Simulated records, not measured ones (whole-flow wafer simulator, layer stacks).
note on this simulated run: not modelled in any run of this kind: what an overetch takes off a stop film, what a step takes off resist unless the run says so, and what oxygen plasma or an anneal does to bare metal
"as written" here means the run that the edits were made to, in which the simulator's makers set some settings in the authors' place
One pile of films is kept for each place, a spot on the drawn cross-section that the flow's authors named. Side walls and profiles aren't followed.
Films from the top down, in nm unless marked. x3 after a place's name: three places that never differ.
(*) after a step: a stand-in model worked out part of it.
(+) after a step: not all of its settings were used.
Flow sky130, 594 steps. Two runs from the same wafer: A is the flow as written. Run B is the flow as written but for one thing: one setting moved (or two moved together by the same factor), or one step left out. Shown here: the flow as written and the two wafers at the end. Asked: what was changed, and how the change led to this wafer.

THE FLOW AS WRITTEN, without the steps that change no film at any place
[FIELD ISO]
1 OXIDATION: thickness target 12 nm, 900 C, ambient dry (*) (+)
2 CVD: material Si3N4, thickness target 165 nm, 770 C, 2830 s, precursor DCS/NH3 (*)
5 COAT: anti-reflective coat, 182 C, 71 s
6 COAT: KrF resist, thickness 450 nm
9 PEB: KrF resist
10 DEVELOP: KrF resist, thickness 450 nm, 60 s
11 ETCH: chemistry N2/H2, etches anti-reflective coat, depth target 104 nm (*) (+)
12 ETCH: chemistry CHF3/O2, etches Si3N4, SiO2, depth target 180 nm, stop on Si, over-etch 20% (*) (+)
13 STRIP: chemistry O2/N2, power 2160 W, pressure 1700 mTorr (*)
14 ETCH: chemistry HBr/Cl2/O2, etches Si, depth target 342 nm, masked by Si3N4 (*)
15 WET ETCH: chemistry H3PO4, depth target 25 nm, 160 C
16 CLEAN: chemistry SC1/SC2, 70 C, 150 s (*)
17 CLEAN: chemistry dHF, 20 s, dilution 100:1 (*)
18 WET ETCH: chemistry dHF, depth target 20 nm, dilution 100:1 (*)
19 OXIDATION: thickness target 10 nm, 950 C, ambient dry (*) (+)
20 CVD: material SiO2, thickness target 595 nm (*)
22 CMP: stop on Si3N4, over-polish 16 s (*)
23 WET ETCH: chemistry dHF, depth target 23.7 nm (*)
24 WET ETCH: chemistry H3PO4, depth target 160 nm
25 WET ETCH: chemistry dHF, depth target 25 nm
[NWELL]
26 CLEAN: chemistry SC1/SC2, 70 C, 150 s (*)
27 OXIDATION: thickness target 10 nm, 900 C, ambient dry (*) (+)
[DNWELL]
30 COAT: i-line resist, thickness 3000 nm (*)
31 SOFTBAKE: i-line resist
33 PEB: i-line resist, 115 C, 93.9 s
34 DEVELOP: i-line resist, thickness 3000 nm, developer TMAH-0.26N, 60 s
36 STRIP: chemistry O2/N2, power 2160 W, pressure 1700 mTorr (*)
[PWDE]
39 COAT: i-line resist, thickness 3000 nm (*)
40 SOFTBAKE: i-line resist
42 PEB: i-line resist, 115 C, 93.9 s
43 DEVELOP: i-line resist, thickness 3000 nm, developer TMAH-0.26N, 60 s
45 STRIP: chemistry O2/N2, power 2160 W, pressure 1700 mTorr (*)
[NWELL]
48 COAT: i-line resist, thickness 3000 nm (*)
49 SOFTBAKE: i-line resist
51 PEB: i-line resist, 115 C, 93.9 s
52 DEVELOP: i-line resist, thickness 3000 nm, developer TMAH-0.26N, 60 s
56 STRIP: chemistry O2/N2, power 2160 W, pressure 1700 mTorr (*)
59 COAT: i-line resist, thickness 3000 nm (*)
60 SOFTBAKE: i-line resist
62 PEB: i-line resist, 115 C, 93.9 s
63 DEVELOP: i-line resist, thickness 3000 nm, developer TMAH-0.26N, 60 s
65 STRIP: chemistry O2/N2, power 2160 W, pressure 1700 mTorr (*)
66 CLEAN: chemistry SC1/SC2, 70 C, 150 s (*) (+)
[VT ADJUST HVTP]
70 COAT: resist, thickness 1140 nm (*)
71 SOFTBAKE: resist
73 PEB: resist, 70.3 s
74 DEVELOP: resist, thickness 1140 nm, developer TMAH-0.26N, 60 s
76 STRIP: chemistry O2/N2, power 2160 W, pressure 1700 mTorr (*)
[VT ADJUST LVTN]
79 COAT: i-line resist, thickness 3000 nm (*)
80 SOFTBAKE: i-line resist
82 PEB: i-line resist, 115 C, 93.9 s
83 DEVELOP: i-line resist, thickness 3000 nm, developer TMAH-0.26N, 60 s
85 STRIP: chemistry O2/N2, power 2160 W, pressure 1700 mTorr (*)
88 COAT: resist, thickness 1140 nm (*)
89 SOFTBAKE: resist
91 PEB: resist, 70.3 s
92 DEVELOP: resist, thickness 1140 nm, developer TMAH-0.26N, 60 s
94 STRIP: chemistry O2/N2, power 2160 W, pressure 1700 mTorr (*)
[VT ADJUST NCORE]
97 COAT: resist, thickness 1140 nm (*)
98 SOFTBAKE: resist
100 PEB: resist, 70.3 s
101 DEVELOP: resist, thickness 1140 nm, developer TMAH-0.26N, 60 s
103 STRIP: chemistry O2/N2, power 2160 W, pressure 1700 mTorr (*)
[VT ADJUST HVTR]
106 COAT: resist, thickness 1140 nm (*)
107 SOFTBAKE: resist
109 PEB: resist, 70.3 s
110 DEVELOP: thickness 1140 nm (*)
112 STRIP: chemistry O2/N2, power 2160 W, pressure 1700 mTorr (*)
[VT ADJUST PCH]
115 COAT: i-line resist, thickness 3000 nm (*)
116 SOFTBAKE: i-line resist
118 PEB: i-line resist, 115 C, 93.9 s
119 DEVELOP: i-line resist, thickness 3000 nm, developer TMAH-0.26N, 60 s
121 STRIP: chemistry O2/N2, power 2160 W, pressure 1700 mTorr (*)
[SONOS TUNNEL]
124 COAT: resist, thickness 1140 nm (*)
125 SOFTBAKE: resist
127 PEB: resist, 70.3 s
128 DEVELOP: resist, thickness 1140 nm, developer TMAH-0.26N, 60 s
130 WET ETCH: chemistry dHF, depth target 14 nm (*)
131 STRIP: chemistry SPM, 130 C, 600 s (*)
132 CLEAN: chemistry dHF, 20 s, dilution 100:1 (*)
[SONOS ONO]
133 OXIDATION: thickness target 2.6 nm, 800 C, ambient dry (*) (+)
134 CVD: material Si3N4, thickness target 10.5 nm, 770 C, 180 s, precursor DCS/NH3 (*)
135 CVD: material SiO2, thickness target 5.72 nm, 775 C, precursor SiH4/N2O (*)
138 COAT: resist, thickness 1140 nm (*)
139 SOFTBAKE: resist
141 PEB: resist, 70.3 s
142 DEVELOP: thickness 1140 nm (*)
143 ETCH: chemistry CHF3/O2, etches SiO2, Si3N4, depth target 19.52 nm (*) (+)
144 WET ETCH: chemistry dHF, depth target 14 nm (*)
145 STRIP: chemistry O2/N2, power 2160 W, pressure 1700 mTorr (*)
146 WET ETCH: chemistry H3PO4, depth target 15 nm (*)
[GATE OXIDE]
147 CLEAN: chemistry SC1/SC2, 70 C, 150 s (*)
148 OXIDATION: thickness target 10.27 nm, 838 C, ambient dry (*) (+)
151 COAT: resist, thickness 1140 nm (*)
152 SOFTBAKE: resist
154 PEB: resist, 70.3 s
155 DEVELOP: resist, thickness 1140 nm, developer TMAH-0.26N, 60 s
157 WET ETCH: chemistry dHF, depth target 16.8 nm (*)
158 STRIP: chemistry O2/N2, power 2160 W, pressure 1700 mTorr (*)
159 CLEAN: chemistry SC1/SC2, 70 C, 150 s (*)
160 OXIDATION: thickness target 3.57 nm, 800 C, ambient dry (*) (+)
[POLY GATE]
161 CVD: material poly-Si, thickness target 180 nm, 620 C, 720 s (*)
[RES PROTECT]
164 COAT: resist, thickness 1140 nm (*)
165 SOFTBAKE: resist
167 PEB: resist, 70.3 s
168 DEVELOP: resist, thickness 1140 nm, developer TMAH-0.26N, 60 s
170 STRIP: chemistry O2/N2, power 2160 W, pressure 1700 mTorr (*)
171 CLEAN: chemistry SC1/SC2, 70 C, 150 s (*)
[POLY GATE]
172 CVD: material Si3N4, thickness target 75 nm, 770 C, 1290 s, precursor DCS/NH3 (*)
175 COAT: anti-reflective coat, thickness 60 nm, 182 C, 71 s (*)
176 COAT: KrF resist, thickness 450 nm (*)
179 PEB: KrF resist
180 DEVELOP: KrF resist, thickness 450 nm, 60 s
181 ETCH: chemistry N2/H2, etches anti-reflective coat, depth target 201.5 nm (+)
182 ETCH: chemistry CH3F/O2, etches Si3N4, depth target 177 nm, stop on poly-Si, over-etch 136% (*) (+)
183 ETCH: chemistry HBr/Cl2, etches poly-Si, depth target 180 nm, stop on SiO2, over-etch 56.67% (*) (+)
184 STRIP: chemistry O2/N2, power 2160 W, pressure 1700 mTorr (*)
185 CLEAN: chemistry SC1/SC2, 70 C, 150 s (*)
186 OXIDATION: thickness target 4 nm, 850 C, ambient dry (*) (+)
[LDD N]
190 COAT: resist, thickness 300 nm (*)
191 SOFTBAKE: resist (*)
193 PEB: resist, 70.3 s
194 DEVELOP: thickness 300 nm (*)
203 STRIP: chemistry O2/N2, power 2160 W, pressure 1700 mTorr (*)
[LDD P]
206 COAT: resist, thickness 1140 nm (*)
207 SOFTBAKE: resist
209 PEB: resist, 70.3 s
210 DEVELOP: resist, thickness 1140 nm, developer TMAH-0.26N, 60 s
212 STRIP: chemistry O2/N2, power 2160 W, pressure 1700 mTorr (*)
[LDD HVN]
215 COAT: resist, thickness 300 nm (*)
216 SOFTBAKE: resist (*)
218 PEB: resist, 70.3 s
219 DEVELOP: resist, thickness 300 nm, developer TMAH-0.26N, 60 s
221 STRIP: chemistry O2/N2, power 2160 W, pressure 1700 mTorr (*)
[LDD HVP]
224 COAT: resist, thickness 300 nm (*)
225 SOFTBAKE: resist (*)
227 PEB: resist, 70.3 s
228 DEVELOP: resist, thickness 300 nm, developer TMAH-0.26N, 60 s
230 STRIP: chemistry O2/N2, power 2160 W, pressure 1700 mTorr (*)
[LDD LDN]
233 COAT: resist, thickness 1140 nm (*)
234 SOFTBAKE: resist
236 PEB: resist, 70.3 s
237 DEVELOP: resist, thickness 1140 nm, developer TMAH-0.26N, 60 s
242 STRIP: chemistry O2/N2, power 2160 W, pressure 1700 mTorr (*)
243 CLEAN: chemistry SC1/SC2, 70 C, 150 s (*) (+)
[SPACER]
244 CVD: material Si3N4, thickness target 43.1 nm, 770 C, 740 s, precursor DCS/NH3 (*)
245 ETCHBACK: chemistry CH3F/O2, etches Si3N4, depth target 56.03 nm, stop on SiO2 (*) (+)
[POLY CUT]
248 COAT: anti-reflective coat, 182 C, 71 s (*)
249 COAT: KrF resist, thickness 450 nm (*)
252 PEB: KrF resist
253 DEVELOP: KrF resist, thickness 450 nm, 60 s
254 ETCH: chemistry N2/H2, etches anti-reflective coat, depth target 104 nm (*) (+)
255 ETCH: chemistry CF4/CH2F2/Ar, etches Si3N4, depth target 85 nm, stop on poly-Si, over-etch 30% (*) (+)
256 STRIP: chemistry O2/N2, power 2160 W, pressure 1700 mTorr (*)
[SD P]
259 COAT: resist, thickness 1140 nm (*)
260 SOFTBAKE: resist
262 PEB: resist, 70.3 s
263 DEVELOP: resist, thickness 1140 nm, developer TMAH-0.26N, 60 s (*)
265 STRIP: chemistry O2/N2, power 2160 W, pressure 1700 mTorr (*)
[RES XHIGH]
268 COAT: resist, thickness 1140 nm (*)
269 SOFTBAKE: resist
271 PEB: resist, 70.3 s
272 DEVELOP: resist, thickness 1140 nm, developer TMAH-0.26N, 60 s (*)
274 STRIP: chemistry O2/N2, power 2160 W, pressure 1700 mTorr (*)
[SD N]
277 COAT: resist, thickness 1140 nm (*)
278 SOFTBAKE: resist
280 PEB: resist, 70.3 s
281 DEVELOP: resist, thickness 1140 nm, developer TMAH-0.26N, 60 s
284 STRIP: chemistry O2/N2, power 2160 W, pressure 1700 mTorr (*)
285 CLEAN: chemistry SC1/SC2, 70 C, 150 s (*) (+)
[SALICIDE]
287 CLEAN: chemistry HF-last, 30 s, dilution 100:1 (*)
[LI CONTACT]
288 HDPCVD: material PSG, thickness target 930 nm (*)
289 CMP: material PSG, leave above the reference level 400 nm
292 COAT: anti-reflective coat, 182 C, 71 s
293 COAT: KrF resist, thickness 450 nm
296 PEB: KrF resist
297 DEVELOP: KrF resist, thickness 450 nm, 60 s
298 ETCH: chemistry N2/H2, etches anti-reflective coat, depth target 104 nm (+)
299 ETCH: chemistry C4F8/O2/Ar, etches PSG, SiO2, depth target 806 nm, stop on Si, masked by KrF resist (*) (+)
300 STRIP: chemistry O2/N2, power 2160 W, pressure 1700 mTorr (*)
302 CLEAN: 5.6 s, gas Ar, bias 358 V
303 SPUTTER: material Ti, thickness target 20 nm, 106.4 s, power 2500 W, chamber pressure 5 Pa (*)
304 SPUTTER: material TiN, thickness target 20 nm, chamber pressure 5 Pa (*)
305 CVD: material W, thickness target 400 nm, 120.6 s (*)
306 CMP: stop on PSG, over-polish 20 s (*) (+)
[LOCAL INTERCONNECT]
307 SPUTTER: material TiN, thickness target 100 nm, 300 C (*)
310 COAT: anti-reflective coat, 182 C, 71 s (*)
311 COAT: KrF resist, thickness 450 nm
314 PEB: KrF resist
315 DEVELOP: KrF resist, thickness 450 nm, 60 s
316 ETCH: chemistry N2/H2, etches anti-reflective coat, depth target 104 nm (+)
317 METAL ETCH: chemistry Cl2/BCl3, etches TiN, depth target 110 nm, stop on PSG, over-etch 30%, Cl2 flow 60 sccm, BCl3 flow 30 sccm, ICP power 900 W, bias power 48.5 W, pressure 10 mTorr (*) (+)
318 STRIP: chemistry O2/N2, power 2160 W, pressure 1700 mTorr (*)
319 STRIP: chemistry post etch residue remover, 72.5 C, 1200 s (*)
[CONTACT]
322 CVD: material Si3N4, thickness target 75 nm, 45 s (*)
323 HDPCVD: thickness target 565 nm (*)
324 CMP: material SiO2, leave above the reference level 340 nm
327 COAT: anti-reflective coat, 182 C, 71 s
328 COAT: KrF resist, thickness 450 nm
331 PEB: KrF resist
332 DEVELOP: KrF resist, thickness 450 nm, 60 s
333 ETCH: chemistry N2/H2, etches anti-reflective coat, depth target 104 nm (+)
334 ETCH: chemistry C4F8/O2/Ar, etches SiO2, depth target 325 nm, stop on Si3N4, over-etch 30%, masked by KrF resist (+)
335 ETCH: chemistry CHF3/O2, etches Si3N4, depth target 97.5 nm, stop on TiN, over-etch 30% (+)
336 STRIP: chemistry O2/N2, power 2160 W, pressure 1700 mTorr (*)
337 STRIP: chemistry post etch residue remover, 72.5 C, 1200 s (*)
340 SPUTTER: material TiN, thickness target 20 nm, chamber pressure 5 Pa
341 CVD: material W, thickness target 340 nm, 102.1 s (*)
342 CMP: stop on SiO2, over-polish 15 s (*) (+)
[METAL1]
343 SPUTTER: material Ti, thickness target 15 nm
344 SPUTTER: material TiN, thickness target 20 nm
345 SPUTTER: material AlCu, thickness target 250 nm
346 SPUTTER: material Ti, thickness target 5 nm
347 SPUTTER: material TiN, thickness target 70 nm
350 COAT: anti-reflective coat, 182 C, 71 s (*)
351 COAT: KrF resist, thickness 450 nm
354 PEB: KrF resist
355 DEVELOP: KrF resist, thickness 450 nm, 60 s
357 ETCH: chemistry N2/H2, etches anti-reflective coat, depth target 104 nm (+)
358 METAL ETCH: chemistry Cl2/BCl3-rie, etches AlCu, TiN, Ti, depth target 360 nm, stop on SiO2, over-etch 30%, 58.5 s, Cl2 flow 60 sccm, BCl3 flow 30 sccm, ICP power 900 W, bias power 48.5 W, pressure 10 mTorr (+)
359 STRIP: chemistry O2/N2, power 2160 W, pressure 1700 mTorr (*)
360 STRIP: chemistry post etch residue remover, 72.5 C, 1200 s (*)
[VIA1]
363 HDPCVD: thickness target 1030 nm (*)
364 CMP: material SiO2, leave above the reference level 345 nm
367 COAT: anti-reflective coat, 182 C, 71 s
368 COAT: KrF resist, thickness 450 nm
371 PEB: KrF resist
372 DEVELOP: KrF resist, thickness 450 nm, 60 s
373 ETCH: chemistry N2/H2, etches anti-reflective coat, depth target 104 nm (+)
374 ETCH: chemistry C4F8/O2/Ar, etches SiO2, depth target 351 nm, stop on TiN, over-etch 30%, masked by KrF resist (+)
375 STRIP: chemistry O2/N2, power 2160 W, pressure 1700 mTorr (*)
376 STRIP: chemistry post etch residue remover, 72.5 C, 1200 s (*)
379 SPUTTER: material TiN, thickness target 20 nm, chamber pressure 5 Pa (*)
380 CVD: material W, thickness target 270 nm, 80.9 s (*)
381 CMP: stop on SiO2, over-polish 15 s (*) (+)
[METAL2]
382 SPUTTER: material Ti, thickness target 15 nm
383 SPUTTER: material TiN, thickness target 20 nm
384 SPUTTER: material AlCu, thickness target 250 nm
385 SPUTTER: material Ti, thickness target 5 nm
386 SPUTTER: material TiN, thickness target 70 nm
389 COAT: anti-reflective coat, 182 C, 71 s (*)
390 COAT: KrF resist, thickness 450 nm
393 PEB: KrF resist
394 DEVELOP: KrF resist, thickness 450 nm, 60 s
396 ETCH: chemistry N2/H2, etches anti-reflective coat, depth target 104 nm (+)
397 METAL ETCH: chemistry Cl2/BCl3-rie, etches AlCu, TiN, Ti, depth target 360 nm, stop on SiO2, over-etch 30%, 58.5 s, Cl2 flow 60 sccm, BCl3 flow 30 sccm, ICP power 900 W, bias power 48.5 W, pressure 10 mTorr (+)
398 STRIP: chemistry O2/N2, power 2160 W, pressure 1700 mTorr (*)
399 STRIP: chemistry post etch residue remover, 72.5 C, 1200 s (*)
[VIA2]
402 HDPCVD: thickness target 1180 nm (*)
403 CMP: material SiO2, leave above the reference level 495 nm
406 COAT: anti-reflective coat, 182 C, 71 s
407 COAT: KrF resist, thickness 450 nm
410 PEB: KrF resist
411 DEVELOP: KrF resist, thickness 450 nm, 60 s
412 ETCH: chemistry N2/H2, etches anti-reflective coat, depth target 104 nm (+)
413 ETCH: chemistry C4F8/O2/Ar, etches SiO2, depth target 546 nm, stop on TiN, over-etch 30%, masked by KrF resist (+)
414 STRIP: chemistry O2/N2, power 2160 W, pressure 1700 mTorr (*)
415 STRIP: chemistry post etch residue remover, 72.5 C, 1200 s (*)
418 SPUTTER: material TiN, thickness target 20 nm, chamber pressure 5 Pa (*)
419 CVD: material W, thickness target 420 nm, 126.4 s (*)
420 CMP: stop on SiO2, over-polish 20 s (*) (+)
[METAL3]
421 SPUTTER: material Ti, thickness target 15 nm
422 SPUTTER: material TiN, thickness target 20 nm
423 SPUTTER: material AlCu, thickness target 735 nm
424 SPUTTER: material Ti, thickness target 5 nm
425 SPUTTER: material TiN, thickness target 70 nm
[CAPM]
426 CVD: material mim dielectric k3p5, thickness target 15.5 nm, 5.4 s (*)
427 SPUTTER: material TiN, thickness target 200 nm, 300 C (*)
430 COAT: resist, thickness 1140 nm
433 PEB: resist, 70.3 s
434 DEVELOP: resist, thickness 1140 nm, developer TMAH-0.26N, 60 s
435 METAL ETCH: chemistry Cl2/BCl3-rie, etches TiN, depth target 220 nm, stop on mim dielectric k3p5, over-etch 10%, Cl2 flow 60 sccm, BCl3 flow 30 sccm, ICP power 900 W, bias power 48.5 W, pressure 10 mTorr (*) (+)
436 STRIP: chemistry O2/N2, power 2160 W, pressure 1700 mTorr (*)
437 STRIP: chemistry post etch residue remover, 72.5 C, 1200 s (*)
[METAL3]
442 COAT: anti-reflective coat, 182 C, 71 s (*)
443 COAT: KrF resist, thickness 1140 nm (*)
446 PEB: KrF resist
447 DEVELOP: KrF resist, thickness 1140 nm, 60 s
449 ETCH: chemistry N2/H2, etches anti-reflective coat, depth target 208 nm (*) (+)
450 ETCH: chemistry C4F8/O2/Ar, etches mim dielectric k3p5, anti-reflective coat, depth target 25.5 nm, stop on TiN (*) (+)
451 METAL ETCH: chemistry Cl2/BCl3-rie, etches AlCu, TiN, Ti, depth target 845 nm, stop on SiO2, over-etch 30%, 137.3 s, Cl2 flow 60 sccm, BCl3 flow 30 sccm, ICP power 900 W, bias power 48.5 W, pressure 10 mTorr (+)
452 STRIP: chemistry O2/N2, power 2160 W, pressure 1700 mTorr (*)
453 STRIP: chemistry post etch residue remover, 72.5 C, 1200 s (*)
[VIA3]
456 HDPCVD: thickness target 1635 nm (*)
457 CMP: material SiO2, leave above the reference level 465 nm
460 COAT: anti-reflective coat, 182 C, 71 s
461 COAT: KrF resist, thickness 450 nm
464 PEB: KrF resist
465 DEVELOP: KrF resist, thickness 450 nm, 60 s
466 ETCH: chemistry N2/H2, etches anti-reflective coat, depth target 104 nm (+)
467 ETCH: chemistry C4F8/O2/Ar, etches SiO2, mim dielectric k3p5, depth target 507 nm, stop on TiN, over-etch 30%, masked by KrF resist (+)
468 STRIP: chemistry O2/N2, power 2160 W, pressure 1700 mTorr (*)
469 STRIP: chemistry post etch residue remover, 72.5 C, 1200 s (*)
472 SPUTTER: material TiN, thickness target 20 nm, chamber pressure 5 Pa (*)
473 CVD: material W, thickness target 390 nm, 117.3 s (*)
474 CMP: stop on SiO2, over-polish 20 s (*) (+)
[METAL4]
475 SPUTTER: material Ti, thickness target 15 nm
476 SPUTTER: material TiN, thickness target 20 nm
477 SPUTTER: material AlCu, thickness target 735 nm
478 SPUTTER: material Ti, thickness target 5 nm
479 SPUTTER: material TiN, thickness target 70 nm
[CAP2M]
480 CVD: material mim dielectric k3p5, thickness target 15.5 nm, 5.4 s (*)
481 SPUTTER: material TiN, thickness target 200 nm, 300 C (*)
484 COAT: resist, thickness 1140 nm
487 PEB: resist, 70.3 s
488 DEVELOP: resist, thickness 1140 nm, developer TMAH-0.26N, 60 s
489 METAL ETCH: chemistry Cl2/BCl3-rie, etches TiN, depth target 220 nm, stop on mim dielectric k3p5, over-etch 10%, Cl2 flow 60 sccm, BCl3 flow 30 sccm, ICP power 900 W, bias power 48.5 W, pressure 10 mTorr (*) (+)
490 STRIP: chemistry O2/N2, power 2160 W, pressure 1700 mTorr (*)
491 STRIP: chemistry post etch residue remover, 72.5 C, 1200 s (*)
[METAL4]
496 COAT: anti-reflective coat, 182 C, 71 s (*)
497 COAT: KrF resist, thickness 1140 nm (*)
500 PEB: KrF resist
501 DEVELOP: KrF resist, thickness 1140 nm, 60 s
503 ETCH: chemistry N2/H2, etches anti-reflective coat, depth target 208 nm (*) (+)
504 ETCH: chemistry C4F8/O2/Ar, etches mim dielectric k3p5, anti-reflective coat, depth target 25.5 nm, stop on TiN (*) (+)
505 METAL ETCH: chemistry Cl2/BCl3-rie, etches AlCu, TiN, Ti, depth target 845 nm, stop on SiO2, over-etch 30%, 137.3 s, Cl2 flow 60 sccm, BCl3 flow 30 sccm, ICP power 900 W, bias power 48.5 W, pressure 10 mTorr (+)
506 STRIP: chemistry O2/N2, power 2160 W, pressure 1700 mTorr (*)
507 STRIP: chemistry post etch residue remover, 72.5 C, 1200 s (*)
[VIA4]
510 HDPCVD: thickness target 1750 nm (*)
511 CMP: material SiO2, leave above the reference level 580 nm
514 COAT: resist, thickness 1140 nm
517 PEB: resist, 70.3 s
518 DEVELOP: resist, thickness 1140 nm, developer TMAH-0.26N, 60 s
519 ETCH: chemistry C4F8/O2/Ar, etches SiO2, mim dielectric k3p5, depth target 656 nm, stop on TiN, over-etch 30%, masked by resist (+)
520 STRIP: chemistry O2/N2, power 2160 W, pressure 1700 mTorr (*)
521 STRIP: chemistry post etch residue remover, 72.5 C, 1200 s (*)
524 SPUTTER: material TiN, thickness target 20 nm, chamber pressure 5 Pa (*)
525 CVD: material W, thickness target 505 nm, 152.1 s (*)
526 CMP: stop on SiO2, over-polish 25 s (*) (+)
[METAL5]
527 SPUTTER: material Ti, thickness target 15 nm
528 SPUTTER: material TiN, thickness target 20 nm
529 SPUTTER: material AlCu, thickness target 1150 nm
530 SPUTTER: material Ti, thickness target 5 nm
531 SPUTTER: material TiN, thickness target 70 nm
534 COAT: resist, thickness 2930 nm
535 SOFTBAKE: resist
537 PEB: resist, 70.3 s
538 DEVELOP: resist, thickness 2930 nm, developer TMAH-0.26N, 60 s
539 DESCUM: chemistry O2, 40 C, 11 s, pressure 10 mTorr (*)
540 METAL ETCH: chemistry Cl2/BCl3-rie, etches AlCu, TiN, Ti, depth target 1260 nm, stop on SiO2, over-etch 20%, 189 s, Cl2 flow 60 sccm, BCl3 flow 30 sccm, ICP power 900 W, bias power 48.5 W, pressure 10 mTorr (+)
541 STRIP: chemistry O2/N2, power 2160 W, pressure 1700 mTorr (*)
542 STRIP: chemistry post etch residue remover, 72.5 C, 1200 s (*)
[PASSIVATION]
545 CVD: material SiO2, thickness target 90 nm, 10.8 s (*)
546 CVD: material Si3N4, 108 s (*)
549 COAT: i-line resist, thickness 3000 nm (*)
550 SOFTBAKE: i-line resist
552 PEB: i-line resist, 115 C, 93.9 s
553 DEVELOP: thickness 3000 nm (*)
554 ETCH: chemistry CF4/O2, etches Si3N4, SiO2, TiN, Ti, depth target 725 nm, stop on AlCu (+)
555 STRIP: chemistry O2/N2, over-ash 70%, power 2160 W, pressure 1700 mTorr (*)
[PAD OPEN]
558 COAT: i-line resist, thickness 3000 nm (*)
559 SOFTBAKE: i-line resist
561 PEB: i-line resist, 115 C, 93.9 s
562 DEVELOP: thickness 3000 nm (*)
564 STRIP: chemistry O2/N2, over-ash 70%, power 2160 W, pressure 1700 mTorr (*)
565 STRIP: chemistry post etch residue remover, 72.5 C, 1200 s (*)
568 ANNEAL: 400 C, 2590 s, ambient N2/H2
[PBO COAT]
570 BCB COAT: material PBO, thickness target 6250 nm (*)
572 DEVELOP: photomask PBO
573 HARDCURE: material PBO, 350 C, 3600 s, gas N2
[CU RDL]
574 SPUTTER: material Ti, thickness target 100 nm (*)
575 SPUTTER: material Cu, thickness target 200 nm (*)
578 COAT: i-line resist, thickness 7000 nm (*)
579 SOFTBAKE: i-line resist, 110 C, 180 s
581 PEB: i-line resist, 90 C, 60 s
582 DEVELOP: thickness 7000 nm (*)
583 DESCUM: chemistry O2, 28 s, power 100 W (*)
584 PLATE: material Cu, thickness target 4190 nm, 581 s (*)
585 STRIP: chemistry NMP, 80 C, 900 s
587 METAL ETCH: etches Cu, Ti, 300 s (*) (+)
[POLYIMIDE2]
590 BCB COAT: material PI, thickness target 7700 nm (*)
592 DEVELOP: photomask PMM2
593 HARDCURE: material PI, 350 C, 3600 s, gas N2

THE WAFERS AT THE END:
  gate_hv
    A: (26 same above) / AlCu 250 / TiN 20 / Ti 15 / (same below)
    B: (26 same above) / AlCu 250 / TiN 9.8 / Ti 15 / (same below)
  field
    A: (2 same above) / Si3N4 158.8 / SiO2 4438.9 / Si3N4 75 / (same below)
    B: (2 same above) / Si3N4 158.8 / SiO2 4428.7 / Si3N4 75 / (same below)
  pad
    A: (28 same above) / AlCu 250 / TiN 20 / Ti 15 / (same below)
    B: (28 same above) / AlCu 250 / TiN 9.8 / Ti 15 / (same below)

The cause: step 344, SPUTTER: thickness target 9.8 nm was run, where the flow has thickness target 20 nm.
It can be read off the wafer: gate_hv has TiN 9.8, and step 344 as written asks for 20 nm.

How the change led to this, step by step:
  344 SPUTTER: material TiN, thickness target 20 nm
      field, active, n_well and 188 more: A TiN +20 (new film) | B TiN +9.8 (new film)
  358 METAL ETCH: chemistry Cl2/BCl3-rie, etches AlCu, TiN, Ti, depth target 360 nm, stop on SiO2, over-etch 30%, 58.5 s, Cl2 flow 60 sccm, BCl3 flow 30 sccm, ICP power 900 W, bias power 48.5 W, pressure 10 mTorr (+)
      field, active, gate and 81 more: A TiN -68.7 (all of it), Ti -5 (all of it), AlCu -250 (all of it), TiN -20 (all of it), Ti -15 (all of it), SiO2 -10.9 | B TiN -68.7 (all of it), Ti -5 (all of it), AlCu -250 (all of it), TiN -9.8 (all of it), Ti -15 (all of it), SiO2 -12
  364 CMP: material SiO2, leave above the reference level 345 nm
      field, active, gate and 81 more: A SiO2 -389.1 | B SiO2 -398.2
